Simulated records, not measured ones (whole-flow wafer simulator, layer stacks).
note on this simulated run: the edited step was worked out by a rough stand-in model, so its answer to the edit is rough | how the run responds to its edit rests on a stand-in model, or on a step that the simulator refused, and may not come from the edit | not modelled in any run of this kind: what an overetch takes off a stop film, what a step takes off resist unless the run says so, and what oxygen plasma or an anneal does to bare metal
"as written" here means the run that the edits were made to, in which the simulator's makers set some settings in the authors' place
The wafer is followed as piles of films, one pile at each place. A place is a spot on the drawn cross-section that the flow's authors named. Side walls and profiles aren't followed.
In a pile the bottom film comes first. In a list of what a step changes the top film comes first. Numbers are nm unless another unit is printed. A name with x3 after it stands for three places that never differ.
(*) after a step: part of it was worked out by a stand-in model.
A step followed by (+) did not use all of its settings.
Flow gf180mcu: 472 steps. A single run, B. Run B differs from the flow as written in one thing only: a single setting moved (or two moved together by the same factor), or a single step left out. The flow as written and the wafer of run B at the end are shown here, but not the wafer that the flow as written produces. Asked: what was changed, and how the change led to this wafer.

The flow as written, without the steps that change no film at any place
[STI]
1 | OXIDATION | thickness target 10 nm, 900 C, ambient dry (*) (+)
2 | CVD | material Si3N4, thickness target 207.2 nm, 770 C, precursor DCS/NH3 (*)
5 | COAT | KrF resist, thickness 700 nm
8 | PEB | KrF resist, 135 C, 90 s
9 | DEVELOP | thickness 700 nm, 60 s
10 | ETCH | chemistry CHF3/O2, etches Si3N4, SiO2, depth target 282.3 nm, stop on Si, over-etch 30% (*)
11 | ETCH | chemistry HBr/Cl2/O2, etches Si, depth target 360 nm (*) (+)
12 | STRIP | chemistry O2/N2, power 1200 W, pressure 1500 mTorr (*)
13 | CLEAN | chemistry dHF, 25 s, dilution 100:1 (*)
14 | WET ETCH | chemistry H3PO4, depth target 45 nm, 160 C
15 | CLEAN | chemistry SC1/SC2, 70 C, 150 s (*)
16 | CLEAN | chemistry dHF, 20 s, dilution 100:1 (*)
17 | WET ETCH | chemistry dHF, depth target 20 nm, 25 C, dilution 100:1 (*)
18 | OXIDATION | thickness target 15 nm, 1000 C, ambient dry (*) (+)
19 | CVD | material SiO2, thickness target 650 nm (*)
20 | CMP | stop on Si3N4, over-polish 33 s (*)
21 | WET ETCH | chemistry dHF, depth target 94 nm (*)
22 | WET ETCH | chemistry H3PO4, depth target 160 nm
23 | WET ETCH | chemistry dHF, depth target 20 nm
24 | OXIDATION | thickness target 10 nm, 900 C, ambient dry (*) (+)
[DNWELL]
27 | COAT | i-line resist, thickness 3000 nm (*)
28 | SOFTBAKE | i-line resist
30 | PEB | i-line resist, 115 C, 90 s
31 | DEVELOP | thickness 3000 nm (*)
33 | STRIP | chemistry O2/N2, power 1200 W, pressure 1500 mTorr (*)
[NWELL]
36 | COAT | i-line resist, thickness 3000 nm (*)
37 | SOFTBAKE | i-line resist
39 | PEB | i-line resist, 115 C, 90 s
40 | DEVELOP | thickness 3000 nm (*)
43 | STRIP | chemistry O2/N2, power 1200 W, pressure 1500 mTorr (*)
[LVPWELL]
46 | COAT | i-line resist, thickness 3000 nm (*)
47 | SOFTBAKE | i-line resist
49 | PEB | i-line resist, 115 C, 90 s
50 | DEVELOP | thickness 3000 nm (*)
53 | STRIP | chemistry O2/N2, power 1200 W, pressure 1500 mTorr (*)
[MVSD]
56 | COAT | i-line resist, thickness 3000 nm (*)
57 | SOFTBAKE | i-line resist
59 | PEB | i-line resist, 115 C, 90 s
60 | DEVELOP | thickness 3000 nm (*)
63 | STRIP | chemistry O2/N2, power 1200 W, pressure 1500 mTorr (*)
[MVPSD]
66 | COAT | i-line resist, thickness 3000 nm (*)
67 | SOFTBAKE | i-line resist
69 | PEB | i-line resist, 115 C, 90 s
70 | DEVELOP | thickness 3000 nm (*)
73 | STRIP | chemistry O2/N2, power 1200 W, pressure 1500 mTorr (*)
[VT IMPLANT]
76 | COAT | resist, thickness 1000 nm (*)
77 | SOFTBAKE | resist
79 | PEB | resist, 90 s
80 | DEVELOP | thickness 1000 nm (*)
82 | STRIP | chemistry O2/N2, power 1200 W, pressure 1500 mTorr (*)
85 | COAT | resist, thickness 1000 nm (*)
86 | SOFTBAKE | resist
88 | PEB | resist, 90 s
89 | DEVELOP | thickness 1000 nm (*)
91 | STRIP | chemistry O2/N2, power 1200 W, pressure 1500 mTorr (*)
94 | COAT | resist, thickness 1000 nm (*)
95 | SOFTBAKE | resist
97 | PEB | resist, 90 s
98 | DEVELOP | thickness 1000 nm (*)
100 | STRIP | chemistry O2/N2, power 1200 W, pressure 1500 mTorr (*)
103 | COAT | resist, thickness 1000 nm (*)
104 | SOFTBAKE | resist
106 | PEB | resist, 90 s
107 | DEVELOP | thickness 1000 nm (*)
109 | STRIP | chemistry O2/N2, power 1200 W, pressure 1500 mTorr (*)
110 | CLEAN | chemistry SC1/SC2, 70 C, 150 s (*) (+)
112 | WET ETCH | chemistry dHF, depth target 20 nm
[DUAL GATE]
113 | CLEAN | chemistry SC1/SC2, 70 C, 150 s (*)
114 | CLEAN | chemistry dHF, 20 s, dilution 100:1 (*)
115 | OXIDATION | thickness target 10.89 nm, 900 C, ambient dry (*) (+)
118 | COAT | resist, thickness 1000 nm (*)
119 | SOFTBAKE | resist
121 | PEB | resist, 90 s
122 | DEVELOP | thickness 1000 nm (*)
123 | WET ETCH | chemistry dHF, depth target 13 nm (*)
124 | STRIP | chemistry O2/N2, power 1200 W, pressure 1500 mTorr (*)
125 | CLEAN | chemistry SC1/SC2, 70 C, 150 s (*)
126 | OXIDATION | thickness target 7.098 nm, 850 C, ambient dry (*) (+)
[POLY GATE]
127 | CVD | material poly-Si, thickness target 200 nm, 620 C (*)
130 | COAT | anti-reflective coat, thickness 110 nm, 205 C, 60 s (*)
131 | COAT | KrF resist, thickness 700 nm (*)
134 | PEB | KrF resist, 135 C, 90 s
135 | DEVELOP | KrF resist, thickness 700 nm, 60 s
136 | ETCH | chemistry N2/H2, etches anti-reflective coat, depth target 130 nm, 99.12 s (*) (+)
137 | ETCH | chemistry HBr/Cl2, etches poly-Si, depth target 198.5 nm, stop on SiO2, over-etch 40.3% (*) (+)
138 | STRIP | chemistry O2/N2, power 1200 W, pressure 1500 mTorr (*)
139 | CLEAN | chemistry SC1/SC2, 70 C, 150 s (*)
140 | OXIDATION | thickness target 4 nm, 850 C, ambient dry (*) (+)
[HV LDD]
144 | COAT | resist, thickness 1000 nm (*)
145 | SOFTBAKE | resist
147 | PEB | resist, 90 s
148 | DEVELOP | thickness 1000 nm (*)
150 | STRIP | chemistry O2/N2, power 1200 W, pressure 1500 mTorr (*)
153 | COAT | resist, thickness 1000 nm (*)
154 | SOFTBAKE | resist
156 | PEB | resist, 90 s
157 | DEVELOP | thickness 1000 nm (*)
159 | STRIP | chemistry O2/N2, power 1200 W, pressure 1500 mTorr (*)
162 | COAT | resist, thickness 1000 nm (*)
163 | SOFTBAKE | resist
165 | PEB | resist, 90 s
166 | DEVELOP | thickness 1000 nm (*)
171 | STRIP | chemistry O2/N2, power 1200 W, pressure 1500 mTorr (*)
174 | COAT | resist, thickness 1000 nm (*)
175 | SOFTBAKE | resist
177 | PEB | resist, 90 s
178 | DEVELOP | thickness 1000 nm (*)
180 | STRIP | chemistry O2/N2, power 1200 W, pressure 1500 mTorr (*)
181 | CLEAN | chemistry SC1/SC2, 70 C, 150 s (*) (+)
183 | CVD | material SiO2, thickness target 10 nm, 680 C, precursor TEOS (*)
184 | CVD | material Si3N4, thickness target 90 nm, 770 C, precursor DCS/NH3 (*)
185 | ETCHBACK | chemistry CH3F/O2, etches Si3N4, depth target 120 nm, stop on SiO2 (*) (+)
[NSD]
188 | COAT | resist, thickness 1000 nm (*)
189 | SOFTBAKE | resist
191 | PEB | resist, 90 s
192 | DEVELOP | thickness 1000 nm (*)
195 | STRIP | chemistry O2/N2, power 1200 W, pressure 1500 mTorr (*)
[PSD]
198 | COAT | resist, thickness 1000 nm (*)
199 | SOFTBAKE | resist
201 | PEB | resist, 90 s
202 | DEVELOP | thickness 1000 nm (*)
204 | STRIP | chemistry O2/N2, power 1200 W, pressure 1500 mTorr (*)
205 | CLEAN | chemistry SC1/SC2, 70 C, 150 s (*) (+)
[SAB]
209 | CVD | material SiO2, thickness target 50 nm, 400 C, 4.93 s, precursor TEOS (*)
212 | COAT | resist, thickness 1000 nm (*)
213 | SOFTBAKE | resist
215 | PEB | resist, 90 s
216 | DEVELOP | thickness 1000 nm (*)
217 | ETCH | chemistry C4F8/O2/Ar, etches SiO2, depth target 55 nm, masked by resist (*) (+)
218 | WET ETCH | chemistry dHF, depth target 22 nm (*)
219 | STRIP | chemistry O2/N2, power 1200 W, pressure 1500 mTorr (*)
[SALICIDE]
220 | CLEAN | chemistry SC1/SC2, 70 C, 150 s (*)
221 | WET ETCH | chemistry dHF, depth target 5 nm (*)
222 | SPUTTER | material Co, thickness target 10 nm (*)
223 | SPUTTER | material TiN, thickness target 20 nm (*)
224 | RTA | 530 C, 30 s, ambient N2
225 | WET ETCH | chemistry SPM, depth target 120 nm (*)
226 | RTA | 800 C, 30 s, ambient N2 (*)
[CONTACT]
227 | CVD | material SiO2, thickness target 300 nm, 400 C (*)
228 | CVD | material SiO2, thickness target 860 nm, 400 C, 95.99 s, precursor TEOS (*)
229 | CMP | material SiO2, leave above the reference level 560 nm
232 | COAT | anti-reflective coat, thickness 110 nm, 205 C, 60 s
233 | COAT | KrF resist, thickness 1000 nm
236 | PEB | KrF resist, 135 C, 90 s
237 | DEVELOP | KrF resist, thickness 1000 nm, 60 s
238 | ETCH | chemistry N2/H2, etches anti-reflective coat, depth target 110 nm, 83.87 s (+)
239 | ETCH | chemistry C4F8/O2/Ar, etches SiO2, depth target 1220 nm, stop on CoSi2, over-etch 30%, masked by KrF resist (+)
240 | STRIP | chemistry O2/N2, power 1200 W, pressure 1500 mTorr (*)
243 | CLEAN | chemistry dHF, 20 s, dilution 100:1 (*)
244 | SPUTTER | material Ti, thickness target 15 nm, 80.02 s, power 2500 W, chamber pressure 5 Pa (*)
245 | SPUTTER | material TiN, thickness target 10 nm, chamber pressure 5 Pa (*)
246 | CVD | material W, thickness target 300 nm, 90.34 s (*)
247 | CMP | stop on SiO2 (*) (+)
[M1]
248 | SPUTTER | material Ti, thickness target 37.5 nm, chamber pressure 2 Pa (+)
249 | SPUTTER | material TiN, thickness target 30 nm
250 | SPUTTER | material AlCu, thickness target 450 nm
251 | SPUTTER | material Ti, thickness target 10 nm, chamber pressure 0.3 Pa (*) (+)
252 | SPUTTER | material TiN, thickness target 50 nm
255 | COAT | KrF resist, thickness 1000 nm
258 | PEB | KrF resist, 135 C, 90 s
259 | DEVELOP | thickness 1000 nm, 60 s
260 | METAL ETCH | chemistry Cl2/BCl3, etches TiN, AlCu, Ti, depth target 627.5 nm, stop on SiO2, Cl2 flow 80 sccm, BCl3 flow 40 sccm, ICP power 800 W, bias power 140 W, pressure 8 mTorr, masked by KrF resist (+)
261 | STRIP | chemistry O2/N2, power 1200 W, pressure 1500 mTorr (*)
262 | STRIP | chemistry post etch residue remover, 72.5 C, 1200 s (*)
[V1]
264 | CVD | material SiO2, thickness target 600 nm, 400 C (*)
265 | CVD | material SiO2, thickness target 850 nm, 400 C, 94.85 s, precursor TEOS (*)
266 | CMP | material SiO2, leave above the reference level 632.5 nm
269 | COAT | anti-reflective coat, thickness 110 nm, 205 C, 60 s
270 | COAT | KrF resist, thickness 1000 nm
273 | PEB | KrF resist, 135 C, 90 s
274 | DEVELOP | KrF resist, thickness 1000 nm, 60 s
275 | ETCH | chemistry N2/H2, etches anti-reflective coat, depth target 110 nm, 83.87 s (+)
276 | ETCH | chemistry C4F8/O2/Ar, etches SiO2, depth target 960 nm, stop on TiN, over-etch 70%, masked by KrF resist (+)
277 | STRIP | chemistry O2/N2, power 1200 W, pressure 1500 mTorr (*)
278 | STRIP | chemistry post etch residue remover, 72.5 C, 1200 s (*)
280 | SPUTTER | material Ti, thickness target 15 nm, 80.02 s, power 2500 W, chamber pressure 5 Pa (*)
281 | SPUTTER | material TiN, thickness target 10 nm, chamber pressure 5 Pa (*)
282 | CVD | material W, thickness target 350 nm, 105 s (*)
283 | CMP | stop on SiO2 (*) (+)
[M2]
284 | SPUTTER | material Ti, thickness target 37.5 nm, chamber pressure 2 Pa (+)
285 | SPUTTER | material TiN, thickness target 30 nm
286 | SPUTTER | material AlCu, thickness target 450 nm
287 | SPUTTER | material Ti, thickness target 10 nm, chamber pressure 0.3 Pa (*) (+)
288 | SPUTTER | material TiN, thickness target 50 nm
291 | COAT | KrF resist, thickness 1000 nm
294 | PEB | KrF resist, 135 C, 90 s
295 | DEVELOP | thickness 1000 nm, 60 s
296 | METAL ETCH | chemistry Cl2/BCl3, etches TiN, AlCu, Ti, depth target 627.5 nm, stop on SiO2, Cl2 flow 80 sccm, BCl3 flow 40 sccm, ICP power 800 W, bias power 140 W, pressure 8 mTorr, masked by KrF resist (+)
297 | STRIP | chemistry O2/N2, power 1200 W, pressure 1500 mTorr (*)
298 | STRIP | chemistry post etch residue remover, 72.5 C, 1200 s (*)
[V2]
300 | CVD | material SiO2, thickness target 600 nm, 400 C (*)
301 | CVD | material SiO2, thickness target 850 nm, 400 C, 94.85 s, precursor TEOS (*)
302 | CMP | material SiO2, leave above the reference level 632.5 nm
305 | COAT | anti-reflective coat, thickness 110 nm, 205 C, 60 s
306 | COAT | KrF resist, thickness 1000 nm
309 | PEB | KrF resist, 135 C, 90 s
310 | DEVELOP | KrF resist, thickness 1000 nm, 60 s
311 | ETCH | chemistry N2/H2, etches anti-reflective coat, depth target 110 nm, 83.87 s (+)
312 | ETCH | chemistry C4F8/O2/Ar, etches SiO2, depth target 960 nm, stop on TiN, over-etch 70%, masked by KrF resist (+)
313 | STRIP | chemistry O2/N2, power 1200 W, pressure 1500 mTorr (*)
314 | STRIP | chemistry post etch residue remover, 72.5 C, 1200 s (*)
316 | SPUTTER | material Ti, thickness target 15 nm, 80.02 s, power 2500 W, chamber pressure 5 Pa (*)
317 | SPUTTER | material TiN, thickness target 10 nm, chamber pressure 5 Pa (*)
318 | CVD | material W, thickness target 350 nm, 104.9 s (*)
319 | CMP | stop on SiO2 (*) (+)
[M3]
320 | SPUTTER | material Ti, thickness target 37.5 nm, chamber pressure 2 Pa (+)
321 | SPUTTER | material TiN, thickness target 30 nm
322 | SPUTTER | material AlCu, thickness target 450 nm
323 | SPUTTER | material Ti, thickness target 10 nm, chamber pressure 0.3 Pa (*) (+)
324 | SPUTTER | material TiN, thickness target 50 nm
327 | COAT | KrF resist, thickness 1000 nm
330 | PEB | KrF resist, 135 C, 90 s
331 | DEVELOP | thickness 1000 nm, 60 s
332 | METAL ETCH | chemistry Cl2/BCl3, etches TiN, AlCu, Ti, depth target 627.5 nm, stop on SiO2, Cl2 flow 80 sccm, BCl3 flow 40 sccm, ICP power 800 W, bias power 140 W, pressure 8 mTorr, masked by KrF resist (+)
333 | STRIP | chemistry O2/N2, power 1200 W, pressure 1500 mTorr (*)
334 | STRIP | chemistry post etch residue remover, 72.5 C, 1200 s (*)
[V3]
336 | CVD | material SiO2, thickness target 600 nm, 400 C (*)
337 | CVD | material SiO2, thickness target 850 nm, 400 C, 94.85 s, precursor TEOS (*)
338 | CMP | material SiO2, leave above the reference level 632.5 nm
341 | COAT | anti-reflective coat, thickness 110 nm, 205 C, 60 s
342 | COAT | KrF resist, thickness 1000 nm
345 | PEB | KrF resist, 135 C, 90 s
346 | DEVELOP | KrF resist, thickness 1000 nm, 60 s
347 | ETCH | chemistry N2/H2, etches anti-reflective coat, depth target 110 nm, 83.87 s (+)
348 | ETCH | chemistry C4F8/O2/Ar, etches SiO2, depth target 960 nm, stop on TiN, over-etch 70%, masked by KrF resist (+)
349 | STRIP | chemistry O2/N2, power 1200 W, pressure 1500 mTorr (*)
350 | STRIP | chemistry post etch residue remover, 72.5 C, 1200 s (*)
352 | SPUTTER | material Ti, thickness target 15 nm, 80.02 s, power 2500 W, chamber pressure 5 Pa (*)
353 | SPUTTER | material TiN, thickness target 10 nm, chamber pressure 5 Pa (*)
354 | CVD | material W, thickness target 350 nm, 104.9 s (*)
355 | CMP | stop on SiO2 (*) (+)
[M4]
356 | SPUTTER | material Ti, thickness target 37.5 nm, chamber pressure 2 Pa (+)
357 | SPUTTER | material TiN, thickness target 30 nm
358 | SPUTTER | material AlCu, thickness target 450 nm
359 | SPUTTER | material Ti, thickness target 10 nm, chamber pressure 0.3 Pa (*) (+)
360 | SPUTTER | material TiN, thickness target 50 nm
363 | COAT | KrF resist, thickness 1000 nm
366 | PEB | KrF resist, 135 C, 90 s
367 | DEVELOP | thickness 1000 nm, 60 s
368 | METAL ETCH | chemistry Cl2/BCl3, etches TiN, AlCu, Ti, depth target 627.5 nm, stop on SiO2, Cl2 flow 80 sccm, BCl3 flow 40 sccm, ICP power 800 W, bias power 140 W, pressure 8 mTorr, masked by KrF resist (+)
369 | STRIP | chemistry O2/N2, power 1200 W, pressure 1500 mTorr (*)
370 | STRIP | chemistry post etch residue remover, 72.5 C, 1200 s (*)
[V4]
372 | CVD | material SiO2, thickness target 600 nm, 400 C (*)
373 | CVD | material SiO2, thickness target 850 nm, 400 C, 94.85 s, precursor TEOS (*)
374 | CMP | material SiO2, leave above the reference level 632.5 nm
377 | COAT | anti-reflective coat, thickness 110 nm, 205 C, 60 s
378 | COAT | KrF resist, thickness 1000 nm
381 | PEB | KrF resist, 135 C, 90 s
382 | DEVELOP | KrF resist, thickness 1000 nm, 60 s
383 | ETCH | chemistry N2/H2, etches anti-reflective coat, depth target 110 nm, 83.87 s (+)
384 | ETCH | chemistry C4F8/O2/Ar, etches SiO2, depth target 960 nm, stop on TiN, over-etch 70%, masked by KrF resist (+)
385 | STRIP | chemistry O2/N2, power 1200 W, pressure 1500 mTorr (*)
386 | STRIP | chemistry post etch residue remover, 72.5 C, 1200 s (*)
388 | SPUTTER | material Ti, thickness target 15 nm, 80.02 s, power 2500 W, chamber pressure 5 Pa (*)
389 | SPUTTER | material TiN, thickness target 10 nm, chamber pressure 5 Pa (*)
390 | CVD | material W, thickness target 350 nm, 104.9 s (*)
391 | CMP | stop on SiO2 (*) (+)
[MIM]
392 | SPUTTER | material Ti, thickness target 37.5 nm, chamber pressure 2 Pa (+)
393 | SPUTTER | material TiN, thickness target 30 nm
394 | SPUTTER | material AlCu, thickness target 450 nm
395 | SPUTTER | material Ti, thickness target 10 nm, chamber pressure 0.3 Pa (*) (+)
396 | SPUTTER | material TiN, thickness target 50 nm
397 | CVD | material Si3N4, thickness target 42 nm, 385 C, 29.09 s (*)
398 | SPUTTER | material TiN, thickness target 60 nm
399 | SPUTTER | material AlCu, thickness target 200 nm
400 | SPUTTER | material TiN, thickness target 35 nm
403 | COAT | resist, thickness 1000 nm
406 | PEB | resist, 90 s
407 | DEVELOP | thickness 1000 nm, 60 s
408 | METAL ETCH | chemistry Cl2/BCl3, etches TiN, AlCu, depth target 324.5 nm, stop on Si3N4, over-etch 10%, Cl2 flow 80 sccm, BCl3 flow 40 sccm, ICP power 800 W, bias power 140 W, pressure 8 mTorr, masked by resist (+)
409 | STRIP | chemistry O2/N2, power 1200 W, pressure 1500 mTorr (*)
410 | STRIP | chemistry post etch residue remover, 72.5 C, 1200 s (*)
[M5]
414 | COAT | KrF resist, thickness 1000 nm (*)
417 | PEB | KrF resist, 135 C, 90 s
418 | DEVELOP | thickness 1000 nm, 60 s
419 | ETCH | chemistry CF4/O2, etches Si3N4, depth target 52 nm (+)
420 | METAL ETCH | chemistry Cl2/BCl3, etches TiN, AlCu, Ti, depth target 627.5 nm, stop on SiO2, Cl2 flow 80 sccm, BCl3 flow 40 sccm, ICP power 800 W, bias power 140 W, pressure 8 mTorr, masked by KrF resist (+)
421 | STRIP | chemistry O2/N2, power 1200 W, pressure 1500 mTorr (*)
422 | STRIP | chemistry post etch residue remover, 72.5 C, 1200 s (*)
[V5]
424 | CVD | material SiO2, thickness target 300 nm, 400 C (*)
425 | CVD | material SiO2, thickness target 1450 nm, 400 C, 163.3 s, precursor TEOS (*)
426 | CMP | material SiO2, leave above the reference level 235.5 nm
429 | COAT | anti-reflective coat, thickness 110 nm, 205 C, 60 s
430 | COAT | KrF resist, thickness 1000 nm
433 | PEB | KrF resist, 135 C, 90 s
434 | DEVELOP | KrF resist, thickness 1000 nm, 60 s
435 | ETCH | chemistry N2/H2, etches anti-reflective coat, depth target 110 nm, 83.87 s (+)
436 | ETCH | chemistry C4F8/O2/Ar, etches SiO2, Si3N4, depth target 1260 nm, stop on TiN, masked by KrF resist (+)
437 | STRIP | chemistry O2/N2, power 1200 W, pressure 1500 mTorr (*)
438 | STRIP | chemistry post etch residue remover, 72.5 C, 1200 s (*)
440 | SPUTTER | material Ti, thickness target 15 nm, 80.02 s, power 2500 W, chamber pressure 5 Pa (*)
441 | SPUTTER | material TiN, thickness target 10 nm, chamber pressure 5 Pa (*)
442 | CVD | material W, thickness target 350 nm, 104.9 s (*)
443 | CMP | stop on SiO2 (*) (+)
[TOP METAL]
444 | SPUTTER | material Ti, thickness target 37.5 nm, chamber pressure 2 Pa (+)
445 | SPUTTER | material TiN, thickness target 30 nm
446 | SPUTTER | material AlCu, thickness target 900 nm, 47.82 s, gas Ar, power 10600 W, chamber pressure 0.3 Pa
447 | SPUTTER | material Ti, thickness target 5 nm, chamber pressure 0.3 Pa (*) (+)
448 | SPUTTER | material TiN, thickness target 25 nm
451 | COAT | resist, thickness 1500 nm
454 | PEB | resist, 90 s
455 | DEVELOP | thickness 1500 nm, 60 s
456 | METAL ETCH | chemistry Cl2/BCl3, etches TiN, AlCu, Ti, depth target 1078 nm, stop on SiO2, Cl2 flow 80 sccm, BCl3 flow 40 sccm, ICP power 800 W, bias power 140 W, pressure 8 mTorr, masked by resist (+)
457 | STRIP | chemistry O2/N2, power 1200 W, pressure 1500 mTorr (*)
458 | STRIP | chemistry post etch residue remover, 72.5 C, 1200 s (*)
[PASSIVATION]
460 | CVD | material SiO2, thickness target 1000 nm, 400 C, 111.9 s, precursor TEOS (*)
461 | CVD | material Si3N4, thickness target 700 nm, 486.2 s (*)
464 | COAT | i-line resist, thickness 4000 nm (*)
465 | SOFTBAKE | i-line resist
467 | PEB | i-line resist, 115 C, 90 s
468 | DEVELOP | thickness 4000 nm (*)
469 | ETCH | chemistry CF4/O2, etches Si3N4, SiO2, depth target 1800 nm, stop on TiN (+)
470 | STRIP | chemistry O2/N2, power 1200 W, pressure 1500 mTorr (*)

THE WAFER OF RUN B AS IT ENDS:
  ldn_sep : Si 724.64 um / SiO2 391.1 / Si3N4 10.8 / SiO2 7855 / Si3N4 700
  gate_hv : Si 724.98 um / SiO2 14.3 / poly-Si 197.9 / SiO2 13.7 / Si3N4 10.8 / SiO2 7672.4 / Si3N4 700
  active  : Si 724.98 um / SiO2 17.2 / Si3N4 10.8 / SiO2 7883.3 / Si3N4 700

What caused this: step 185, ETCHBACK: depth target 75 nm was run, while the flow as written has depth target 120 nm.

Step by step, how the change led to this:
  185 | ETCHBACK | chemistry CH3F/O2, etches Si3N4, depth target 120 nm, stop on SiO2 (*) (+)
      field, field__w1, field__w2 and 100 more: Si3N4 loses 75 (in the flow as written it would be: Si3N4 loses 90 (all of it), SiO2 loses 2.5)
  189 | SOFTBAKE | resist
      field__w9: resist loses 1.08 (in the flow as written it would be: resist gains 1.85)
      nw_enc_fld_lv: resist gains 1.62 (in the flow as written it would be: resist gains 0.58)
  191 | PEB | resist, 90 s
      spacer: resist loses 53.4 (in the flow as written it would be: resist loses 52.3)
  199 | SOFTBAKE | resist
      field__w9: resist loses 1.08 (in the flow as written it would be: resist gains 1.85)
      nw_enc_fld_lv: resist gains 1.62 (in the flow as written it would be: resist gains 0.58)
  201 | PEB | resist, 90 s
      spacer: resist loses 53.4 (in the flow as written it would be: resist loses 52.3)
  205 | CLEAN | chemistry SC1/SC2, 70 C, 150 s (*) (+)
      field, field__w1, field__w2 and 105 more: Si3N4 loses 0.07 (in the flow as written it would be: SiO2 loses 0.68)
  209 | CVD | material SiO2, thickness target 50 nm, 400 C, 4.93 s, precursor TEOS (*)
      field, field__w7, field__w8 and 73 more: SiO2 gains 50 (new film) (in the flow as written it would be: SiO2 gains 50)
      field_sub__w1, field_sub__w3, field_sub__w4, field_sub__w5, ld_drift_n: SiO2 gains 48.8 (new film) (in the flow as written it would be: SiO2 gains 48.9)
      (and at 27 other places as well)
  215 | PEB | resist, 90 s
      spacer: resist loses 53.4 (in the flow as written it would be: resist loses 52.3)
  217 | ETCH | chemistry C4F8/O2/Ar, etches SiO2, depth target 55 nm, masked by resist (*) (+)
      field, field__w7, field__w8 and 70 more: SiO2 loses 50 (all of it), Si3N4 loses 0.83 (in the flow as written it would be: SiO2 loses 55)
      field_sub__w1, field_sub__w3, field_sub__w4, field_sub__w5, ld_drift_n: SiO2 loses 48.8 (all of it), Si3N4 loses 1.03 (in the flow as written it would be: SiO2 loses 55)
      (and at 21 other places as well)
  218 | WET ETCH | chemistry dHF, depth target 22 nm (*)
      gate, gate_hv, gate_p and 23 more: Si3N4 loses 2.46 (in the flow as written it would be: SiO2 loses 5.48 (all of it))
      field, field__w10, sti and 14 more: Si3N4 loses 2.46 (in the flow as written it would be: SiO2 loses 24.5)
      (and at 56 other places as well)
  219 | STRIP | chemistry O2/N2, power 1200 W, pressure 1500 mTorr (*)
      gate, gate_hv, gate_p and 23 more: nothing (in the flow as written it would be: chemical SiO2 gains 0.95 (new film), poly-Si loses 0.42)
      active, p_well, sd_n and 20 more: nothing (in the flow as written it would be: chemical SiO2 gains 0.95 (new film), Si loses 0.42)
  220 | CLEAN | chemistry SC1/SC2, 70 C, 150 s (*)
      field, field__w2, field__w7 and 40 more: nothing (in the flow as written it would be: SiO2 loses 0.68)
      field__w1, field__w3, field__w6, field__w12, m1, nw_enc_fld_lv, nw_enc_fld_lv__w3: Si3N4 loses 0.07 (in the flow as written it would be: SiO2 loses 0.68)
  221 | WET ETCH | chemistry dHF, depth target 5 nm (*)
      active, p_well, gate and 46 more: Si3N4 loses 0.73 (in the flow as written it would be: chemical SiO2 loses 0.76 (all of it))
      field, field__w1, field__w2 and 23 more: Si3N4 loses 0.73 (in the flow as written it would be: SiO2 loses 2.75)
      (and at 24 other places as well)
  224 | RTA | 530 C, 30 s, ambient N2
      gate, gate_hv, gate_p and 22 more: nothing (in the flow as written it would be: under 1 film: CoSi gains 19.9 (new film), Co loses 10 (all of it), poly-Si loses 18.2)
      active, p_well, sd_n and 11 more: nothing (in the flow as written it would be: under 1 film: CoSi gains 19.9 (new film), Co loses 10 (all of it), Si loses 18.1)
      (and at 10 other places as well)
  225 | WET ETCH | chemistry SPM, depth target 120 nm (*)
      active, p_well, gate and 36 more: TiN loses 20 (all of it), Co loses 10 (all of it) (in the flow as written it would be: TiN loses 20 (all of it))
      sd_p: TiN loses 18.3 (all of it), Co loses 9.24 (all of it) (in the flow as written it would be: TiN loses 17.9 (all of it))
      (and at 9 other places as well)
  226 | RTA | 800 C, 30 s, ambient N2 (*)
      gate, gate_hv, gate_p and 22 more: nothing (in the flow as written it would be: CoSi2 gains 35 (new film), CoSi loses 19.9 (all of it), poly-Si loses 18.2)
      active, p_well, sd_n and 11 more: nothing (in the flow as written it would be: CoSi2 gains 35 (new film), CoSi loses 19.9 (all of it), Si loses 18.1)
      (and at 10 other places as well)
  ... another 7 steps ...
  471 | ANNEAL | 400 C, 1800 s, ambient N2/H2
      polyc_n, polyc_p: under 9 films: void gains 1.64 (new film), Ti loses 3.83, TiSi first gains 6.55 (new film), poly-Si loses 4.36 (in the flow as written it would be: nothing)
      contact: under 49 films: void gains 1.62 (new film), Ti loses 3.83, TiSi first gains 6.55 (new film), Si loses 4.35 (in the flow as written it would be: nothing)
Taking metal films that touch as one body, gate_hv has 0 bodies; the flow as written gives 1 body.
Taking metal films that touch as one body, active has 0 bodies; the flow as written gives 1 body.
